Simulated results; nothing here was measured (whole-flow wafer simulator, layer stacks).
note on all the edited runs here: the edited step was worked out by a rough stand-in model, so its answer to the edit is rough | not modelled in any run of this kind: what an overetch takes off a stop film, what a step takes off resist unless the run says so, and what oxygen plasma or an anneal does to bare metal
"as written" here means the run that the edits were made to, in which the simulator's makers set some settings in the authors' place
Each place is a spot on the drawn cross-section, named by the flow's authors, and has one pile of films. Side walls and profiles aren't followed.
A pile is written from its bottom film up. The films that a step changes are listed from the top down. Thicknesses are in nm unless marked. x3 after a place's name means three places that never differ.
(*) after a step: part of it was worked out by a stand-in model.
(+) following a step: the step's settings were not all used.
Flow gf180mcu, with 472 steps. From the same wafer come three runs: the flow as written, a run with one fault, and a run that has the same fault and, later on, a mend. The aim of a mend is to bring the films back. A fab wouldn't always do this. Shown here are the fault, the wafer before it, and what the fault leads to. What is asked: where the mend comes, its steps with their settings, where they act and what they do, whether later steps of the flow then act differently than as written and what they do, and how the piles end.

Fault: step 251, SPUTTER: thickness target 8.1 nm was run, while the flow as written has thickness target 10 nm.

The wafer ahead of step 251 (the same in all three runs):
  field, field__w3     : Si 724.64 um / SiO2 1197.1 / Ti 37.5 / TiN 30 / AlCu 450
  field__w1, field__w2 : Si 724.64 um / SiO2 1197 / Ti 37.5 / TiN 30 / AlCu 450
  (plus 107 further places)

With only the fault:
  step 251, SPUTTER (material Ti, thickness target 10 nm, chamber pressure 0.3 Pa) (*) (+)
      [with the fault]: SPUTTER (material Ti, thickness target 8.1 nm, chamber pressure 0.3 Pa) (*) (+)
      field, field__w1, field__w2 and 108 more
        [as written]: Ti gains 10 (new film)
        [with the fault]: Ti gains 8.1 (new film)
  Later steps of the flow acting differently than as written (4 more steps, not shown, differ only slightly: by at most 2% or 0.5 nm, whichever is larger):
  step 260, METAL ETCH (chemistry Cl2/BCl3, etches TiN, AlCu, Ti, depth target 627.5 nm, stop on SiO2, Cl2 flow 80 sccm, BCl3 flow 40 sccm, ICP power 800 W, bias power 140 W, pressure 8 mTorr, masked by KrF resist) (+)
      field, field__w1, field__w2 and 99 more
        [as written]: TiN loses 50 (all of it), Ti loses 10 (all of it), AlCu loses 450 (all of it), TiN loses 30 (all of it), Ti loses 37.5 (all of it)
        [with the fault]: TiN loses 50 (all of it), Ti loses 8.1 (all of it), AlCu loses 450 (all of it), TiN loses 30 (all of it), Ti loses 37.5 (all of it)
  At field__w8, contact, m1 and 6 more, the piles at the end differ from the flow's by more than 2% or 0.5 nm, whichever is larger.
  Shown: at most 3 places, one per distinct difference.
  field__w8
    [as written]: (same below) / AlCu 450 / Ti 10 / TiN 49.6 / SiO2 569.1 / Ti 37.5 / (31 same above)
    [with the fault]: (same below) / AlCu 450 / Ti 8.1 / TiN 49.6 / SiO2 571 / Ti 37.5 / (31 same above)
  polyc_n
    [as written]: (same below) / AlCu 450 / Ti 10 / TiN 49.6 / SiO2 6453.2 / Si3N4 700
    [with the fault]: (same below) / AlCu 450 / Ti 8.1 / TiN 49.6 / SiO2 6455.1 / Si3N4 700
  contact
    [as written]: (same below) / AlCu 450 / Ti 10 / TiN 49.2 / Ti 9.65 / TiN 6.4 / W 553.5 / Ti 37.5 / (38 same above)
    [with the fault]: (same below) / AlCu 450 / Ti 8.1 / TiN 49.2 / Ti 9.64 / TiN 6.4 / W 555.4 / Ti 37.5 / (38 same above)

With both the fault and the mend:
  After step 251 comes the mend.
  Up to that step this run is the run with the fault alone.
  step 251a, SPUTTER (material Ti, thickness target 1.9 nm, chamber pressure 0.3 Pa) (*) (+) (a further turn of the flow's step 251, with different settings)
      field, field__w1, field__w2 and 108 more
        Ti gains 1.9
  Later steps of the flow that are run all act as written at every place that is followed.
  The piles end the same as the flow's at every place that both follow.
